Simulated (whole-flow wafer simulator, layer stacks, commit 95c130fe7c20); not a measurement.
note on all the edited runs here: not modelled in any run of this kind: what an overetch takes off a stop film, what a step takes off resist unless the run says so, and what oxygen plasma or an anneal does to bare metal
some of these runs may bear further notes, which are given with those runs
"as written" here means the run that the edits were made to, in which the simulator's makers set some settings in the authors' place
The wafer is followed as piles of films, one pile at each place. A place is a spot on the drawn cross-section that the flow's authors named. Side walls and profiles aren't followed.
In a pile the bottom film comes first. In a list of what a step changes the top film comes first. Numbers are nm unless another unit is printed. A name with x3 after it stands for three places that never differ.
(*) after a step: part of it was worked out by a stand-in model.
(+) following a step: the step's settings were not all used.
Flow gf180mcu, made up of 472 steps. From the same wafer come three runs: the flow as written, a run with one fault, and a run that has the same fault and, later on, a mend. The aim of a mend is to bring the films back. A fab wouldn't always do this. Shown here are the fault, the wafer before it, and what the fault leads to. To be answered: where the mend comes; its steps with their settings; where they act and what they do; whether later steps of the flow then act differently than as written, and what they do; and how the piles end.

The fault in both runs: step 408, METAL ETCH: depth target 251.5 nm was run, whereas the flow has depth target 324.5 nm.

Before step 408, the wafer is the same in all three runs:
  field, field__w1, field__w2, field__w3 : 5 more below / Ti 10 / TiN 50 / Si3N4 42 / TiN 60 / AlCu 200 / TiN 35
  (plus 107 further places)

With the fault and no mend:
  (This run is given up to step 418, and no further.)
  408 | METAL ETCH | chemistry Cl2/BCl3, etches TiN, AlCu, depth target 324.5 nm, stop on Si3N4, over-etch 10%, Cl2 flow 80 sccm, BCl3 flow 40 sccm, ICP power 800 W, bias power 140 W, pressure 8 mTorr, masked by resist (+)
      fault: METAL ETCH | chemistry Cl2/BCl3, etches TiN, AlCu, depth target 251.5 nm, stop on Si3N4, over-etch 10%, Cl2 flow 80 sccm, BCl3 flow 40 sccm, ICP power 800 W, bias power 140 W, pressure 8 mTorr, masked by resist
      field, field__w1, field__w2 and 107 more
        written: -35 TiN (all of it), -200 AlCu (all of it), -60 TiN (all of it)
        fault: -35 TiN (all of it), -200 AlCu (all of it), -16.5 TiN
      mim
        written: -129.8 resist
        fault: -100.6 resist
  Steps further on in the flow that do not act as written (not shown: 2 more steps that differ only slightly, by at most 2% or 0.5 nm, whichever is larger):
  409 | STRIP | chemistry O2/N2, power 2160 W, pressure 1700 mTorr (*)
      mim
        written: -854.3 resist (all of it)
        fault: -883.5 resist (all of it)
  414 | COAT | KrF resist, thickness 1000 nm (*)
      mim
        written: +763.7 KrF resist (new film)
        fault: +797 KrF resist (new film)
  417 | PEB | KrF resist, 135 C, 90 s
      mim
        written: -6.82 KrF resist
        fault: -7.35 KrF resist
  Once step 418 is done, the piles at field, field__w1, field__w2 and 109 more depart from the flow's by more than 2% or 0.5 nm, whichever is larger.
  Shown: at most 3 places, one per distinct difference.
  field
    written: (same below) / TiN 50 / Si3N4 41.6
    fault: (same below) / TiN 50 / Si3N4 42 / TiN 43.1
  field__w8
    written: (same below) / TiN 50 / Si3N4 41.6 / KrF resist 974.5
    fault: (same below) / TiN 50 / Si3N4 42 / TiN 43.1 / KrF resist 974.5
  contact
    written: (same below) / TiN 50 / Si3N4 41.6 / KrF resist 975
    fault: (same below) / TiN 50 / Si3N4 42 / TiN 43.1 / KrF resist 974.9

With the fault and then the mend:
  After step 408 comes the mend.
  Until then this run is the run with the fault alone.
  408a | METAL ETCH | chemistry Cl2/BCl3, etches TiN, AlCu, depth target 73 nm, stop on Si3N4, over-etch 10%, Cl2 flow 80 sccm, BCl3 flow 40 sccm, ICP power 800 W, bias power 140 W, pressure 8 mTorr, masked by resist (+) (the flow's step 408 again, with other settings)
      field, field__w1, field__w2 and 107 more
        -43.5 TiN (all of it)
      mim
        -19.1 resist
  Every later step of the flow that is run acts as written, at every place that is followed, to within 2% or 0.5 nm, whichever is larger.
  By the end, the piles equal the flow's at every place that both follow.
